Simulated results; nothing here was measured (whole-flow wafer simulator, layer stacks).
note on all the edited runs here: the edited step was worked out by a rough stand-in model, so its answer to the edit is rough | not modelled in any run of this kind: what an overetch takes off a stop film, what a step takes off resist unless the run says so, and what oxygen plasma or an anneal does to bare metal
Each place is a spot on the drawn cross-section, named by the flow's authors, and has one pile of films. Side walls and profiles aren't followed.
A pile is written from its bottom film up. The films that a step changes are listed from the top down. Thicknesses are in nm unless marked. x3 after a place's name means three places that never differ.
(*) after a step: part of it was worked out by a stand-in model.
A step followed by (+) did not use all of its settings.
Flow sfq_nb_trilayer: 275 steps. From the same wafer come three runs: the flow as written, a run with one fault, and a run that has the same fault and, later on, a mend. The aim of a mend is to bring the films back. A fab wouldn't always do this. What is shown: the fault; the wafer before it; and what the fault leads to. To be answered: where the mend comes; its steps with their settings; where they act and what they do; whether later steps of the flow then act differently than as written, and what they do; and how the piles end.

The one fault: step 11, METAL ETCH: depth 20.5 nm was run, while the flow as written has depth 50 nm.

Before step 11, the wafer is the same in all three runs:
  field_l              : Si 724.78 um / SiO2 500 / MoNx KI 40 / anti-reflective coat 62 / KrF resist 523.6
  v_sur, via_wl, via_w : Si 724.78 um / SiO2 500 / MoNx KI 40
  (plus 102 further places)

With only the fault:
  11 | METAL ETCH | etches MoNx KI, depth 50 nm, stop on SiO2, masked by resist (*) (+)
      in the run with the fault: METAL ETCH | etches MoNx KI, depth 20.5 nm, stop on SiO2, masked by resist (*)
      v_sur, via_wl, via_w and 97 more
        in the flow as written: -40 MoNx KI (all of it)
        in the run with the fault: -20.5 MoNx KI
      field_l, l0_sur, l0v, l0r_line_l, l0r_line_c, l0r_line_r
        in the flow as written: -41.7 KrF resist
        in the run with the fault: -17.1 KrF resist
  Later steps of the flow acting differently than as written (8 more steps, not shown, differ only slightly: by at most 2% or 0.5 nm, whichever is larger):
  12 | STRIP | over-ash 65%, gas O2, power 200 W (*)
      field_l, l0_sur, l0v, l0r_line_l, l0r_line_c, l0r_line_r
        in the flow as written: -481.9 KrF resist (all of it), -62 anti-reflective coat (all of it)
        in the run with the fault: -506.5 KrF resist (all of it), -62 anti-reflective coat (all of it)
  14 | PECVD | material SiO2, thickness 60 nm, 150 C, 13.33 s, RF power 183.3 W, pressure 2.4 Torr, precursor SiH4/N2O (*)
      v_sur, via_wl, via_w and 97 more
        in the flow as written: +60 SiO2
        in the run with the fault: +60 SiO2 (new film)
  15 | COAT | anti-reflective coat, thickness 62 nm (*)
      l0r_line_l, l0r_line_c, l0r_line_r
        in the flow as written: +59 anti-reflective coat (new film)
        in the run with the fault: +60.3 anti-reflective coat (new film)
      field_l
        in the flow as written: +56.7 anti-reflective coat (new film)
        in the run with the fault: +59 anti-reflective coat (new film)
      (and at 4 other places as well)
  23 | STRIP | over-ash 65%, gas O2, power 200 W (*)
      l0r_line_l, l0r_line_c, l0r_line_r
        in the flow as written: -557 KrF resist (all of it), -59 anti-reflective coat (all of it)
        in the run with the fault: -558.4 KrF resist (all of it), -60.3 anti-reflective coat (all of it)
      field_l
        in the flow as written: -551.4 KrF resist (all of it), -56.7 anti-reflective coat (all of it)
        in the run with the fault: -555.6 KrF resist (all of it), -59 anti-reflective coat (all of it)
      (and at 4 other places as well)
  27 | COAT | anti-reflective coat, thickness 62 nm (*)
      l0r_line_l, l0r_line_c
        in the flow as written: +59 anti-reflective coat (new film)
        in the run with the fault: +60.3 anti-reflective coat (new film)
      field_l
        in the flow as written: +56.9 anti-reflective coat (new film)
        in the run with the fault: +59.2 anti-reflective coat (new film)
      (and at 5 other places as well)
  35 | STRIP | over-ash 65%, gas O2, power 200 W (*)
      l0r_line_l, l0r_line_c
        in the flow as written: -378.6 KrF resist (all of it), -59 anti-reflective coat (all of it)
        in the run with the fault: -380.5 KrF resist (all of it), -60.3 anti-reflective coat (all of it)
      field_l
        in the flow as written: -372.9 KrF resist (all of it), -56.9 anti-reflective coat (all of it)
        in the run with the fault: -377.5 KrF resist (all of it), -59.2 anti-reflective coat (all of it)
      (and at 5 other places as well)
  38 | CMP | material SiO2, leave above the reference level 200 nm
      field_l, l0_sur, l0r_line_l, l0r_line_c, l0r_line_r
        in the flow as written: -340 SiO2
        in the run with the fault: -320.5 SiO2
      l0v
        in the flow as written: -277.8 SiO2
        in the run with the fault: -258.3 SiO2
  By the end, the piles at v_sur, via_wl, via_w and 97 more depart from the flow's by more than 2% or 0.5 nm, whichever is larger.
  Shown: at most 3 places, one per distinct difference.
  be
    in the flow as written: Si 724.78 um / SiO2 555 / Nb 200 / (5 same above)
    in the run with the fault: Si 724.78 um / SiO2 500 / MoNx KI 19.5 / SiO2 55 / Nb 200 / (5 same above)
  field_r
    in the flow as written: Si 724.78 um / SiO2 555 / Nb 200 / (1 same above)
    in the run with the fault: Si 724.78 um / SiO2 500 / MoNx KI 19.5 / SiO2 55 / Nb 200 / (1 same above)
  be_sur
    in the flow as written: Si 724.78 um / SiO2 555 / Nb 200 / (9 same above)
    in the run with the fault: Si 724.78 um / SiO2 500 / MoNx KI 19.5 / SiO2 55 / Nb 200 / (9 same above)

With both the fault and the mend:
  The mend stands after step 11.
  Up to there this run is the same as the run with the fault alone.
  11a | METAL ETCH | etches MoNx KI, depth 29.5 nm, stop on SiO2, masked by resist (+) (a further turn of the flow's step 11, with different settings)
      v_sur, via_wl, via_w and 97 more
        -19.5 MoNx KI (all of it)
      field_l, l0_sur, l0v, l0r_line_l, l0r_line_c, l0r_line_r
        -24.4 KrF resist
  Every later step of the flow that is run acts as written, at every place that is followed, to within 2% or 0.5 nm, whichever is larger.
  At every place that both follow, the piles at the end match the flow's.
